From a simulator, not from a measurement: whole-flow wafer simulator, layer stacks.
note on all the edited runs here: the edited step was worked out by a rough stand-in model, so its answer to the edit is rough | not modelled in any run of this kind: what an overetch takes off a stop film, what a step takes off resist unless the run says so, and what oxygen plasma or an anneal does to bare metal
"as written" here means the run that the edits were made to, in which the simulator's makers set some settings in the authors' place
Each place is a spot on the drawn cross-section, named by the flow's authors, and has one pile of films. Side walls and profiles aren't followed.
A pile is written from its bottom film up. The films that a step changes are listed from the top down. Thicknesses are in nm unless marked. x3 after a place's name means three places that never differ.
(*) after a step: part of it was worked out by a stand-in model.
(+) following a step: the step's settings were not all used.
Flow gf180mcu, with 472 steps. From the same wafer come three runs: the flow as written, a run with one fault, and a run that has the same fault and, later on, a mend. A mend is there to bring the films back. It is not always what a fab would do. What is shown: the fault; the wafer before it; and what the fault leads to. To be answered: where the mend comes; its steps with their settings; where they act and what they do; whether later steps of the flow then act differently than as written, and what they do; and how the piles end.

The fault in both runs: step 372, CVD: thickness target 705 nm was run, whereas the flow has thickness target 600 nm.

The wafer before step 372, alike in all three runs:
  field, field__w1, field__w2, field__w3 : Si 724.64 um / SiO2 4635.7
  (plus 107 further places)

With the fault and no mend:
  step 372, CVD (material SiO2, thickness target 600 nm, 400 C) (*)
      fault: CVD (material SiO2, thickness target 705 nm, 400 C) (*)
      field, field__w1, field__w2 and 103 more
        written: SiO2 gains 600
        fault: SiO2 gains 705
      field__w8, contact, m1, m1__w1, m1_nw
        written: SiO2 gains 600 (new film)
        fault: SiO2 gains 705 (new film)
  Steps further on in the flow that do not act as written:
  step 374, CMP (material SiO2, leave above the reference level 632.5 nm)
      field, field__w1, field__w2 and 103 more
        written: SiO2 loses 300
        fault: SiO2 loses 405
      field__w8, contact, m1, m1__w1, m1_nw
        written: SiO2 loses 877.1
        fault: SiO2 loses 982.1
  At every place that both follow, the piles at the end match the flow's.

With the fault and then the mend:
  After step 383 comes the mend.
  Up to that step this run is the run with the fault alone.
  step 384, ETCH (chemistry C4F8/O2/Ar, etches SiO2, depth target 1065 nm, stop on TiN, over-etch 70%, masked by KrF resist) (+) (the flow's step 384, where the flow has depth target 960 nm)
      field, field__w1, field__w2 and 107 more
        KrF resist loses 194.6
      contact
        SiO2 loses 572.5 (all of it)
  Later steps of the flow that are run all act as written at every place that is followed, up to a difference of at most 2% or 0.5 nm, whichever is larger.
  At every place that both follow, the piles at the end match the flow's.
